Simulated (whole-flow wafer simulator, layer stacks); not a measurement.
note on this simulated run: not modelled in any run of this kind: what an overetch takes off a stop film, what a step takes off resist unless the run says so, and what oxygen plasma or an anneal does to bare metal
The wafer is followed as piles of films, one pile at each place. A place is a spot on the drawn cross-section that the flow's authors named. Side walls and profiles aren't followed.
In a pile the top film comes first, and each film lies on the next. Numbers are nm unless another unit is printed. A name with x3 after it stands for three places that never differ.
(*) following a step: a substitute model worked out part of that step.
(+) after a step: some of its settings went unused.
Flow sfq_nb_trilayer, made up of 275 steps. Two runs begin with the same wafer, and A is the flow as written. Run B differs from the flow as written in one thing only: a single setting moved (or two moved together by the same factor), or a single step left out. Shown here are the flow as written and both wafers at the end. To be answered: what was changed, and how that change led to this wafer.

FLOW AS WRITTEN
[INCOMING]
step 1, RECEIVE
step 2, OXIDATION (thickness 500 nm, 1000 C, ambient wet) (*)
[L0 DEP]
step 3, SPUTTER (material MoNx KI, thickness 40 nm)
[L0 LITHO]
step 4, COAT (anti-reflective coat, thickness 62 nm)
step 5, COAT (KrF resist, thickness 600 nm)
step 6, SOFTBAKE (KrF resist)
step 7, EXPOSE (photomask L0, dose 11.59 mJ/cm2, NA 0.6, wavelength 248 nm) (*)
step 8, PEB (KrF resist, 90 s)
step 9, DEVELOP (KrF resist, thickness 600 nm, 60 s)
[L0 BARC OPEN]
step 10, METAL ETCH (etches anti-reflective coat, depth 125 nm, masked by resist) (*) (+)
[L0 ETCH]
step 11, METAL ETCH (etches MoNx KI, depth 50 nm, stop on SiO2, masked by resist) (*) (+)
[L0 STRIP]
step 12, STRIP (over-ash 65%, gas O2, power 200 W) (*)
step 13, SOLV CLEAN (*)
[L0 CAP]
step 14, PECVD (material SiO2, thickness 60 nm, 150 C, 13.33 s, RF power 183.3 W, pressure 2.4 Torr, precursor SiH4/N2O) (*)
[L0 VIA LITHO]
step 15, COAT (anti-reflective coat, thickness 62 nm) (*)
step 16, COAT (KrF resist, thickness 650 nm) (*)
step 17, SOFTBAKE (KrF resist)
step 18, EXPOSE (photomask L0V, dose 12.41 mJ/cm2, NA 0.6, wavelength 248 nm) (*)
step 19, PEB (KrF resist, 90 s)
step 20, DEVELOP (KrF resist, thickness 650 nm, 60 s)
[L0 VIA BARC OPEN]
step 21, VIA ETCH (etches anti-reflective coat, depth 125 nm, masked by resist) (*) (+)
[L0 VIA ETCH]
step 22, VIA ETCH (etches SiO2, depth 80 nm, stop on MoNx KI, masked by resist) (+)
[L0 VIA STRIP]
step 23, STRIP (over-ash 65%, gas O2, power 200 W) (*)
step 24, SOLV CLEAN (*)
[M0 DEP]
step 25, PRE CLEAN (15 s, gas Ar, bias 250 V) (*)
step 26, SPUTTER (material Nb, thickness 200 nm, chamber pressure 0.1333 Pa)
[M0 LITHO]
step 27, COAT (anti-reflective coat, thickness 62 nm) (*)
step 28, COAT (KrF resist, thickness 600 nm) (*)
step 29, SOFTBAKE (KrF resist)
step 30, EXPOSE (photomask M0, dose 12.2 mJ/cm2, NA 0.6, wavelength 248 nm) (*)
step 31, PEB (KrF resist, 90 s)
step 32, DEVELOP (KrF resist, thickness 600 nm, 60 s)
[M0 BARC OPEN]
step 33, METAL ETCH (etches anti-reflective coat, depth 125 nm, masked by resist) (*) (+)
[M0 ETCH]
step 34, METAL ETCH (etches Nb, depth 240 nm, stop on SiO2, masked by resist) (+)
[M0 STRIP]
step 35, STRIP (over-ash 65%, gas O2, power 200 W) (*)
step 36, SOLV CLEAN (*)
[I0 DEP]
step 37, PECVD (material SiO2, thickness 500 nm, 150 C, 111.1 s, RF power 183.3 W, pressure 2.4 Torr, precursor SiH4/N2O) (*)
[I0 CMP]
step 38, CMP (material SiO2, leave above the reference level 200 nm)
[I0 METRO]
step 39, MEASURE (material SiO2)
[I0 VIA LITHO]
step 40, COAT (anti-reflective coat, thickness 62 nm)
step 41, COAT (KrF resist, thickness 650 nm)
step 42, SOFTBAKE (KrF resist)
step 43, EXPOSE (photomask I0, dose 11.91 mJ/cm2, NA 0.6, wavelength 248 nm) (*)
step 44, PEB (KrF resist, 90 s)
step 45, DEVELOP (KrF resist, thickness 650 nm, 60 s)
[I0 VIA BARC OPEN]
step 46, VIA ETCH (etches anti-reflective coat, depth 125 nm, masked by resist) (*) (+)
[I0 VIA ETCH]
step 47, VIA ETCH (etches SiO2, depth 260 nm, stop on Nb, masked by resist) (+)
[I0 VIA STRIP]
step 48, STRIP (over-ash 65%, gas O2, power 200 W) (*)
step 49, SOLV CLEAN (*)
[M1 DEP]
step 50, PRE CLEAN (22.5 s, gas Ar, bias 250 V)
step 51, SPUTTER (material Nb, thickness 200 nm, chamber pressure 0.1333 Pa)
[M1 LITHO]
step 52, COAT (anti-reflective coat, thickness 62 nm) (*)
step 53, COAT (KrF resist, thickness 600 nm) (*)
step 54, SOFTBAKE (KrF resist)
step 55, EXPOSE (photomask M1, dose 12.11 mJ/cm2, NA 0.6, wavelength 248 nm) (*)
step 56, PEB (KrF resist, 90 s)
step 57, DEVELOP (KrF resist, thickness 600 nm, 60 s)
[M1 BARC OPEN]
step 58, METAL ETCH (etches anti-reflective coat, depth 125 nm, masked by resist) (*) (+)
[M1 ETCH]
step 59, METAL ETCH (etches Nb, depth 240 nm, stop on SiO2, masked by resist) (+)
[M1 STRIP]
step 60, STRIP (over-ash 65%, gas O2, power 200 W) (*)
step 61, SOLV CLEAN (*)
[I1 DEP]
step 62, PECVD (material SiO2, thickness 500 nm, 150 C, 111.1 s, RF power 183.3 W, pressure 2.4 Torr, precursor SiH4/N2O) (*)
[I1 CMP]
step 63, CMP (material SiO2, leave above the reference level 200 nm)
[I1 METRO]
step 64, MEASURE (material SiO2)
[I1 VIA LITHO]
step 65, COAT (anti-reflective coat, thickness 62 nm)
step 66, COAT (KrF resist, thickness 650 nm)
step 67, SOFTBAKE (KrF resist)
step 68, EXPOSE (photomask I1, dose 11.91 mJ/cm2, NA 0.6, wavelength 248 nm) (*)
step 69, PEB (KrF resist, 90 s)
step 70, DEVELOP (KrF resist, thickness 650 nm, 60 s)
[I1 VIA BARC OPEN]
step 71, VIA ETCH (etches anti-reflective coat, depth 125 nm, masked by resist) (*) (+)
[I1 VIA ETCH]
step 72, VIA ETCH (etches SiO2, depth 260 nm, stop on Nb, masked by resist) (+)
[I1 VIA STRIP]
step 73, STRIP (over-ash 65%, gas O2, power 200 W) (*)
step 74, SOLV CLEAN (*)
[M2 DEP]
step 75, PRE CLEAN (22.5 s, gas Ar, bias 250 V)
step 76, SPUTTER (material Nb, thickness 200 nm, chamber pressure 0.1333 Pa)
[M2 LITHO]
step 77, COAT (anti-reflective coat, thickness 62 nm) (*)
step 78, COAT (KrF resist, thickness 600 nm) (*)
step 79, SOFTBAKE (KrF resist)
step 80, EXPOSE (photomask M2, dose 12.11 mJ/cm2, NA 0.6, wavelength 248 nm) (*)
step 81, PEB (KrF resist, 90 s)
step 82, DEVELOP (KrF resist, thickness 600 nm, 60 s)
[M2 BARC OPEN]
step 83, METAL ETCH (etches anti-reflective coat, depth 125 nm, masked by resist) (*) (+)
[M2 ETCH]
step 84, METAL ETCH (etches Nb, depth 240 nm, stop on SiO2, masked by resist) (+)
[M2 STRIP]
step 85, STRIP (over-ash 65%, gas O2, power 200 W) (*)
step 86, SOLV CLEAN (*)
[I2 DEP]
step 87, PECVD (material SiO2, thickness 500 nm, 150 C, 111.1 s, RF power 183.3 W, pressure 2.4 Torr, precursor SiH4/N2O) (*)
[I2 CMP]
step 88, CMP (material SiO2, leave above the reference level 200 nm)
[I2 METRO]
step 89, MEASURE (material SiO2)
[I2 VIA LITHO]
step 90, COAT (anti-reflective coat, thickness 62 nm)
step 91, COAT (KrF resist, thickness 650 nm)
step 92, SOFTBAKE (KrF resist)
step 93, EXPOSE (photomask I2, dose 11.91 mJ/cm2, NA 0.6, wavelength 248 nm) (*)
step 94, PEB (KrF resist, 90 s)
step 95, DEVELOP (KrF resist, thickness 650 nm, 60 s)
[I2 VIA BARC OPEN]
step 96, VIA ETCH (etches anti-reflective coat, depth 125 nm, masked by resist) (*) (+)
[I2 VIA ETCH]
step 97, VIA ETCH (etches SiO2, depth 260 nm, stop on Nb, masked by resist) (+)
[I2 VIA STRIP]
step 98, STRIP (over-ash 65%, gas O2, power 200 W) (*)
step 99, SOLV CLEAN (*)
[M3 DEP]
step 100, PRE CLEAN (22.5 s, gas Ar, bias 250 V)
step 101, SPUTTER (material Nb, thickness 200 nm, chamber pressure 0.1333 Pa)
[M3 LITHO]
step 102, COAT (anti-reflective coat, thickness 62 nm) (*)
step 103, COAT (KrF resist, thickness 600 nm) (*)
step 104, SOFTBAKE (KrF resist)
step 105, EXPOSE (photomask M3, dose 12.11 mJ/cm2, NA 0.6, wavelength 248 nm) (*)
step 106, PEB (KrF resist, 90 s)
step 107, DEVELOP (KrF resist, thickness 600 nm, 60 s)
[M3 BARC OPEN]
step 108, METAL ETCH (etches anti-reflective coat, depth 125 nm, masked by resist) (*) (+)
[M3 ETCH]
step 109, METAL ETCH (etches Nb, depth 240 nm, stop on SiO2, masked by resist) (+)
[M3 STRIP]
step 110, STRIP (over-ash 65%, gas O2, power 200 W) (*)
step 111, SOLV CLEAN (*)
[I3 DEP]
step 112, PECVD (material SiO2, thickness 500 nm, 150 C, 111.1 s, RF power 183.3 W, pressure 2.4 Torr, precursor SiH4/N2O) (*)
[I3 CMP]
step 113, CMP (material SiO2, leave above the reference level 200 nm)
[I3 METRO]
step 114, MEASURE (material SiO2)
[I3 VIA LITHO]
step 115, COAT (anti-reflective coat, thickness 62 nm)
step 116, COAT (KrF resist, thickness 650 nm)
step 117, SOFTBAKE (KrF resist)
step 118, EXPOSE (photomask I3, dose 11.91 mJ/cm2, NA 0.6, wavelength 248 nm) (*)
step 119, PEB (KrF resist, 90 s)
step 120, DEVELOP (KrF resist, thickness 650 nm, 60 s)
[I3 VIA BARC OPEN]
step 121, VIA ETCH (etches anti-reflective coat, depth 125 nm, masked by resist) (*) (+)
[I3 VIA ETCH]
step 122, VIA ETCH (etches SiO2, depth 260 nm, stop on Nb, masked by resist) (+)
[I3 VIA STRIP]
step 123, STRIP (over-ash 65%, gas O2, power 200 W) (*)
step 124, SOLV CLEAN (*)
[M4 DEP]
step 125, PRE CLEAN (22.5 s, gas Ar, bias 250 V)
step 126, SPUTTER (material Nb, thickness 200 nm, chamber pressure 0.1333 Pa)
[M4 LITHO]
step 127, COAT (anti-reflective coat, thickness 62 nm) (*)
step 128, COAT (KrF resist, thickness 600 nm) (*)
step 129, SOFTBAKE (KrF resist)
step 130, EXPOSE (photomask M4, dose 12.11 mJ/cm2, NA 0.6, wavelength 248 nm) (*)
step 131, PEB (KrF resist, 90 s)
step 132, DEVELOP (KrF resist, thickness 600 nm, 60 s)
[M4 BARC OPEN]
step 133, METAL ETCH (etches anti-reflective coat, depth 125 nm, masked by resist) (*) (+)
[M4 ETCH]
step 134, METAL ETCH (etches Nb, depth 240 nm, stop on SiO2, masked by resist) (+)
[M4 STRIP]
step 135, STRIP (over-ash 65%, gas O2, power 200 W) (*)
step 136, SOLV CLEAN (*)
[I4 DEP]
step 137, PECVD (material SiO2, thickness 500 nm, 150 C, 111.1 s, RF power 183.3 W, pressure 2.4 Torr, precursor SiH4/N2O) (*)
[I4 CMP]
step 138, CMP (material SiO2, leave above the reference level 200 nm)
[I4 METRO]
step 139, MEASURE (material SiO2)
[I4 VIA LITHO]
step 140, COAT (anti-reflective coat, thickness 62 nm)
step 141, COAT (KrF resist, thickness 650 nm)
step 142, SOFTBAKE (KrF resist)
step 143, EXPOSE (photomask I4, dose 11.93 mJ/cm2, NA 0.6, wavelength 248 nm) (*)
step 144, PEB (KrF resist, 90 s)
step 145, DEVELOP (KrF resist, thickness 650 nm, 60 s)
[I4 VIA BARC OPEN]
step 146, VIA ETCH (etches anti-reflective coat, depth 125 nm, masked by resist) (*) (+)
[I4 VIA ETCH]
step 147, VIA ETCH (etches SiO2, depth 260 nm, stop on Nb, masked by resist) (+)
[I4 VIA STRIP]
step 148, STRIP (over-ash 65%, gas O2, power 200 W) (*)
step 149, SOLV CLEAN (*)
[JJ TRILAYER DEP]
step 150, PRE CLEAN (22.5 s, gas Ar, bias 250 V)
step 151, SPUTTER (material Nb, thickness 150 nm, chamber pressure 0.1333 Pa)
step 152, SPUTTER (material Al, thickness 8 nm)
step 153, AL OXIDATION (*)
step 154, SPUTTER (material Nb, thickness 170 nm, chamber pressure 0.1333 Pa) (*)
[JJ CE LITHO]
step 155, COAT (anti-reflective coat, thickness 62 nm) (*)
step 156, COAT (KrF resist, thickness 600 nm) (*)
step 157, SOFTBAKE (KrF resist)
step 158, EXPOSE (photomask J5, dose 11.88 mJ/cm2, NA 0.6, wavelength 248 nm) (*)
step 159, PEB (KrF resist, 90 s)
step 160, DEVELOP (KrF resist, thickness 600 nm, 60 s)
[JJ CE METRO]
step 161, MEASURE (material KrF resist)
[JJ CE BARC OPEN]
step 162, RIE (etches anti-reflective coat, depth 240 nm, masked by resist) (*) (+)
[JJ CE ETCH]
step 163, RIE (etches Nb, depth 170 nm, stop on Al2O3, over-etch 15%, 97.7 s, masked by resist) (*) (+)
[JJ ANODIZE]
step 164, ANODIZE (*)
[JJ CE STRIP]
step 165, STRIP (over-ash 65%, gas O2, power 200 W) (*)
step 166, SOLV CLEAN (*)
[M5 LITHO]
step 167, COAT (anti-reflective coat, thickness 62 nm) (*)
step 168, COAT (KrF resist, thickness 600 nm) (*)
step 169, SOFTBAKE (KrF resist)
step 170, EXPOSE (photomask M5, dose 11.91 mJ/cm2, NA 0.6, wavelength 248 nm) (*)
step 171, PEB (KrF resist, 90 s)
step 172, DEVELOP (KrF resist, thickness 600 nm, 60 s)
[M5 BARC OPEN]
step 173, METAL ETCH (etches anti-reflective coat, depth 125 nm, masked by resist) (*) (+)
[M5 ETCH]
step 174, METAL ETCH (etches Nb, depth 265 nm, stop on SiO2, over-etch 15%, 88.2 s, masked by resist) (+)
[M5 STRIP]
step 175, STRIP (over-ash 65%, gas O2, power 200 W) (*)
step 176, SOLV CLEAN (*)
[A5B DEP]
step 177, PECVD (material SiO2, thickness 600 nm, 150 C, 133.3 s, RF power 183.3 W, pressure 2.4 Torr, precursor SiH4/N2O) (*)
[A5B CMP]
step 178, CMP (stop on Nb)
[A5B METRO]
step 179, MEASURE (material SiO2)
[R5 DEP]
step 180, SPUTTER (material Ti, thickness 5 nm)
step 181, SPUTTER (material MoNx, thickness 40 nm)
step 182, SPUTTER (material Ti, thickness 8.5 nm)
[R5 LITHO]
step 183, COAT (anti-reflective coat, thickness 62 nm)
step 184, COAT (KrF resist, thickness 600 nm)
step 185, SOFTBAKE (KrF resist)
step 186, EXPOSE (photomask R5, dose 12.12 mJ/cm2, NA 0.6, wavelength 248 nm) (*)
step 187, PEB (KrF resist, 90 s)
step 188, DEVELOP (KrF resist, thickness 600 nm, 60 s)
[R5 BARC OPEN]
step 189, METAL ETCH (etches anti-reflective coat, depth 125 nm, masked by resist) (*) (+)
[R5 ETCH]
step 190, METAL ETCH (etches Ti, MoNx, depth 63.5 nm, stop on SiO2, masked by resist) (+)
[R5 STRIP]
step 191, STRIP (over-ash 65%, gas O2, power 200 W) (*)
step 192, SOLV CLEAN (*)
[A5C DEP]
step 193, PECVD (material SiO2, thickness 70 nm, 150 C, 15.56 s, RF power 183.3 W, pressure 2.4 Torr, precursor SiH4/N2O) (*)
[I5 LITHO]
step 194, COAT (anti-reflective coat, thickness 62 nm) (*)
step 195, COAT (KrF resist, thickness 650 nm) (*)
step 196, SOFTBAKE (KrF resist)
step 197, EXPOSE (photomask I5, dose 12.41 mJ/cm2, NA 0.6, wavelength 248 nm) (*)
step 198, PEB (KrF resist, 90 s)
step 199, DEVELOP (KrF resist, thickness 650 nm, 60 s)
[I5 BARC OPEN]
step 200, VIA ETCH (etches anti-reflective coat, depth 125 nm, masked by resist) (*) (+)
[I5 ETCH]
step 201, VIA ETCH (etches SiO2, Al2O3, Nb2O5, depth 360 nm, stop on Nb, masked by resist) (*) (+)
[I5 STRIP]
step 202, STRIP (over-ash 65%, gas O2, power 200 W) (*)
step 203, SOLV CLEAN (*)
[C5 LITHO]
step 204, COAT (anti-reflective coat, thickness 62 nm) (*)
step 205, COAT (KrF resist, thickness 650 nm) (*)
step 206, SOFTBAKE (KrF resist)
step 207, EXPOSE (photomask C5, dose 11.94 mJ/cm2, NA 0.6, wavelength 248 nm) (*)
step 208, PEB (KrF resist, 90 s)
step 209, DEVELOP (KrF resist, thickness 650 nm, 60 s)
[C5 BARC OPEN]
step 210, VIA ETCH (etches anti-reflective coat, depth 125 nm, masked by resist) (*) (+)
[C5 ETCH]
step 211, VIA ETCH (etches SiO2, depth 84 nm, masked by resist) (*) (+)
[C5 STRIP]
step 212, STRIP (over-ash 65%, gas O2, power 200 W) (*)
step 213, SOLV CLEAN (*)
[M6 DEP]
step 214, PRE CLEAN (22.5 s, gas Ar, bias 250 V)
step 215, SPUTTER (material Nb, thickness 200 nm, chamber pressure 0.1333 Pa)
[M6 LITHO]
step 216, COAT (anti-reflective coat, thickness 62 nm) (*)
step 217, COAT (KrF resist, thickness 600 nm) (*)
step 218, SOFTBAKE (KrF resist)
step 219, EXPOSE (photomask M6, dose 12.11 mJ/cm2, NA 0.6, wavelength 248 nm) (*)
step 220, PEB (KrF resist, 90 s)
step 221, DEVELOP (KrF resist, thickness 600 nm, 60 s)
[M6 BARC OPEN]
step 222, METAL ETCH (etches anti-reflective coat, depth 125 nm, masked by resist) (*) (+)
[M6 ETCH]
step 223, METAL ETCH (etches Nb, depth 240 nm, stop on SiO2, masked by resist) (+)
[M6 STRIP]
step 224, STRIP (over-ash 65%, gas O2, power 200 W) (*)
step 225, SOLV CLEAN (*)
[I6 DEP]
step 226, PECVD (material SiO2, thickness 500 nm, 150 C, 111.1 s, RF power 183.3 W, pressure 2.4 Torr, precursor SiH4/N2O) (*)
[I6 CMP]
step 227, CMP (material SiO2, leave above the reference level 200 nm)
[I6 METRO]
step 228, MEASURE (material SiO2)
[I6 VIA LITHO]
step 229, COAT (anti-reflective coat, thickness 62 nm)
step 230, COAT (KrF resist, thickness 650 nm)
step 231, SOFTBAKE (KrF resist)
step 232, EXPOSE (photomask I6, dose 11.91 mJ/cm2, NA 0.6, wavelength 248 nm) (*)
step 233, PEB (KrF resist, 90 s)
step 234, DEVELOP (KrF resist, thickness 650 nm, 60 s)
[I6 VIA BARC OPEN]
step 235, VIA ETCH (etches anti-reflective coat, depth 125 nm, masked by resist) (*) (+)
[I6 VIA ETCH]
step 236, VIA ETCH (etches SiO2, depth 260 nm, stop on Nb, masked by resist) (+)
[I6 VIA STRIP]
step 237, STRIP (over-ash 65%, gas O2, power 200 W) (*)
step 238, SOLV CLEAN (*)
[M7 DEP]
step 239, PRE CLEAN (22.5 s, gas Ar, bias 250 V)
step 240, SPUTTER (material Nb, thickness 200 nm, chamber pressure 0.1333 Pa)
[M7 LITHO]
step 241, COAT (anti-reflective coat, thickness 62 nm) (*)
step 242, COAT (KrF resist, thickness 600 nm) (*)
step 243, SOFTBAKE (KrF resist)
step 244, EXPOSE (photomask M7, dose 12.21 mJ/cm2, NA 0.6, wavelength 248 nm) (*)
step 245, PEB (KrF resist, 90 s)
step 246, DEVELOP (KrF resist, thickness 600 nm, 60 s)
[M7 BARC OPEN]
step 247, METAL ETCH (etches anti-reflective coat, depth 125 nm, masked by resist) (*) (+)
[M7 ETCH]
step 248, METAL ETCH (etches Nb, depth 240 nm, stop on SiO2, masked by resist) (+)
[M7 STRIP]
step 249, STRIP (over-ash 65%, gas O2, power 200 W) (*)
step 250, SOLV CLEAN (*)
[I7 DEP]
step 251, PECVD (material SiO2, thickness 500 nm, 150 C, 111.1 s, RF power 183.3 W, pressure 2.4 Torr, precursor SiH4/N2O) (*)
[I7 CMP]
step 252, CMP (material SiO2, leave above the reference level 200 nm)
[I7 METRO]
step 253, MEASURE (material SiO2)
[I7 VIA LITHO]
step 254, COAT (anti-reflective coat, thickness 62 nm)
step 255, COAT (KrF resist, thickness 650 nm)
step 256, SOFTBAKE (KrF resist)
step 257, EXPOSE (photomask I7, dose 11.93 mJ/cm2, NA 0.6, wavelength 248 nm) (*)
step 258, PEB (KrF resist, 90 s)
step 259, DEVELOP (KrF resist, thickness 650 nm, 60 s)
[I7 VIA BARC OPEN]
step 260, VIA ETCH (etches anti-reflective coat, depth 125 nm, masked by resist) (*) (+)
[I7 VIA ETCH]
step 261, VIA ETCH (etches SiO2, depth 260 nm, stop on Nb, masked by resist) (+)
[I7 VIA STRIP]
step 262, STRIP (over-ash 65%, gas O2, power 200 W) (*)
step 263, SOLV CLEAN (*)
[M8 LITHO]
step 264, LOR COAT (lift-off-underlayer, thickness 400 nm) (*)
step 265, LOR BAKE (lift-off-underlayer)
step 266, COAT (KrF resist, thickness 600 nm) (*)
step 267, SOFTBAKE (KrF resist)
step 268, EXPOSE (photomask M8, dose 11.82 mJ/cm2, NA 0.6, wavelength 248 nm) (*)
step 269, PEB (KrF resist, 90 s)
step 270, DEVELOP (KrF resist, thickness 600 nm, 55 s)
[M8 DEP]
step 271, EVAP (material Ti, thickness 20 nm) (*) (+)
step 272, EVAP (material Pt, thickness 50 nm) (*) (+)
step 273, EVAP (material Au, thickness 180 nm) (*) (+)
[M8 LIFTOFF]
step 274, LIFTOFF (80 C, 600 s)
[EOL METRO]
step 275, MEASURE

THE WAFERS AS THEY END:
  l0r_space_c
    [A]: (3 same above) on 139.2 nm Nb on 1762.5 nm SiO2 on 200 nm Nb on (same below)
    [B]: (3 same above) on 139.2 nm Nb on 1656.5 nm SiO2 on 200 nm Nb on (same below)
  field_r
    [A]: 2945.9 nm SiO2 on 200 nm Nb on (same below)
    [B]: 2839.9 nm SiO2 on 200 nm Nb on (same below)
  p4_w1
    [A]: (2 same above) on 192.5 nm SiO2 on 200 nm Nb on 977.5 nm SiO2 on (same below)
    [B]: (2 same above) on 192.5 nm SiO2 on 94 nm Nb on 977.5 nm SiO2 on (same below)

The reason: step 101, SPUTTER: thickness 94 nm was run, though the flow has thickness 200 nm.
The wafer lets one read it off: p4_w1 has Nb 94, and step 101 as written asks for 200 nm.

How this came from the change, step by step:
  step 101, SPUTTER (material Nb, thickness 200 nm, chamber pressure 0.1333 Pa)
      field_l, v_sur, via_wl and 102 more: A Nb gains 200 (new film) | B Nb gains 94 (new film)
      via_w: A Nb gains 165.5 | B Nb gains 77.5
  step 102, COAT (anti-reflective coat, thickness 62 nm) (*)
      via_wl, via_wr: A anti-reflective coat gains 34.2 (new film) | B anti-reflective coat gains 32.8 (new film)
      via_w: A anti-reflective coat gains 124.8 (new film) | B anti-reflective coat gains 119.7 (new film)
  step 109, METAL ETCH (etches Nb, depth 240 nm, stop on SiO2, masked by resist) (+)
      field_l, be, be_sur and 72 more: A Nb loses 200 (all of it) | B Nb loses 94 (all of it)
      v_sur, via_wl, via_w and 28 more: A KrF resist loses 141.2 | B KrF resist loses 82.9
  step 110, STRIP (over-ash 65%, gas O2, power 200 W) (*)
      p4_w1, p4_w2, p4_w3 and 21 more: A KrF resist loses 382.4 (all of it), anti-reflective coat loses 62 (all of it) | B KrF resist loses 440.6 (all of it), anti-reflective coat loses 62 (all of it)
      via_wl, via_wr: A KrF resist loses 384.2 (all of it), anti-reflective coat loses 34.2 (all of it) | B KrF resist loses 446.2 (all of it), anti-reflective coat loses 32.8 (all of it)
      (as well as at 5 more places)
  step 112, PECVD (material SiO2, thickness 500 nm, 150 C, 111.1 s, RF power 183.3 W, pressure 2.4 Torr, precursor SiH4/N2O) (*)
      p4_g1, p4_g2, p3_s0, p3_s1, p3_s2, p3_s3, p3_s4, p3_s5: A SiO2 gains 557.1 | B SiO2 gains 500
      via_w: A SiO2 gains 615 (new film) | B SiO2 gains 585.5 (new film)
  step 113, CMP (material SiO2, leave above the reference level 200 nm)
      field_l, be, be_sur and 64 more: A SiO2 loses 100 | B SiO2 loses 206
      p4_g1, p4_g2, p3_s0, p3_s1, p3_s2, p3_s3, p3_s4, p3_s5: A SiO2 loses 157.1 | B SiO2 loses 206
      (as well as at 1 more place)
